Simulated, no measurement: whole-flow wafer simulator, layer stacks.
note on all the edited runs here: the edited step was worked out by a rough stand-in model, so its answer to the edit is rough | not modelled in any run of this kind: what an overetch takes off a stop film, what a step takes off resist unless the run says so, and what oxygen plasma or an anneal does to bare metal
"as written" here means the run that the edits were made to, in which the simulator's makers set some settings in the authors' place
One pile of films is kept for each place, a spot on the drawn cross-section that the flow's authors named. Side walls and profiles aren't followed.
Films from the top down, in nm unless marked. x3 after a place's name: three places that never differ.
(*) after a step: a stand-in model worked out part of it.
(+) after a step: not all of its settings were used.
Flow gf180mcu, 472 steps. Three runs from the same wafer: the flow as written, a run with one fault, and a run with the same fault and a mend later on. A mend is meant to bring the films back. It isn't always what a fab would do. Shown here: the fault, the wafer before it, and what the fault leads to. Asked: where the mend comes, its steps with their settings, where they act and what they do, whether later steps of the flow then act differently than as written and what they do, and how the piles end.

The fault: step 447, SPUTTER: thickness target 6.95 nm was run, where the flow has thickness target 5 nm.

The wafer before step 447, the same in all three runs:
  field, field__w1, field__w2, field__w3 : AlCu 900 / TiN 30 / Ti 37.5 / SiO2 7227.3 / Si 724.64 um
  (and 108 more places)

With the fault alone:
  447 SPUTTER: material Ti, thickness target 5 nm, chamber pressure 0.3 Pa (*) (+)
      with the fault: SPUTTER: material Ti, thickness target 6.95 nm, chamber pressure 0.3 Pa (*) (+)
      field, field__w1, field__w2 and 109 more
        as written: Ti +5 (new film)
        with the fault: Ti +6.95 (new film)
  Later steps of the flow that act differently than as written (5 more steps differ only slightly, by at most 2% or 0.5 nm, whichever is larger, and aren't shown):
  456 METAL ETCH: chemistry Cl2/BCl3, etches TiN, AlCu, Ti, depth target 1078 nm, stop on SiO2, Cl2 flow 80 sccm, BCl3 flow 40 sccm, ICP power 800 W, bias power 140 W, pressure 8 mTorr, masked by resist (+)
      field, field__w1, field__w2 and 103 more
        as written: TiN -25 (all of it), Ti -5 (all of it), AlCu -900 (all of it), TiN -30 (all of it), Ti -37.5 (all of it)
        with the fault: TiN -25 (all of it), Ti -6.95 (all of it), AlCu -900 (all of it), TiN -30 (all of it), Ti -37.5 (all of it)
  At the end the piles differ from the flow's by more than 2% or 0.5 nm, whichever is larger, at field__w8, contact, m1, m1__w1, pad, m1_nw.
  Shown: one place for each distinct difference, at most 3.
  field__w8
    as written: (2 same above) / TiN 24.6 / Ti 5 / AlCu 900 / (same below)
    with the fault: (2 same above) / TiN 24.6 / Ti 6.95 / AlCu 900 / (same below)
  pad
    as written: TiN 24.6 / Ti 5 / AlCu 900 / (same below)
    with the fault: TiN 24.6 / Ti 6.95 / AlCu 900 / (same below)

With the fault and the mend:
  The mend comes after step 447.
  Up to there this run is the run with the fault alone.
  447a METAL ETCH: chemistry Cl2/BCl3, etches TiN, AlCu, Ti, depth target 1.95 nm, Cl2 flow 80 sccm, BCl3 flow 40 sccm, ICP power 800 W, bias power 140 W, pressure 8 mTorr (the flow's step 260 once more, with other settings)
      field, field__w1, field__w2 and 109 more
        Ti -1.95
  No later step of the flow acts differently than as written at any place that is followed.
  At the end the piles are the same as the flow's at every place that both follow.
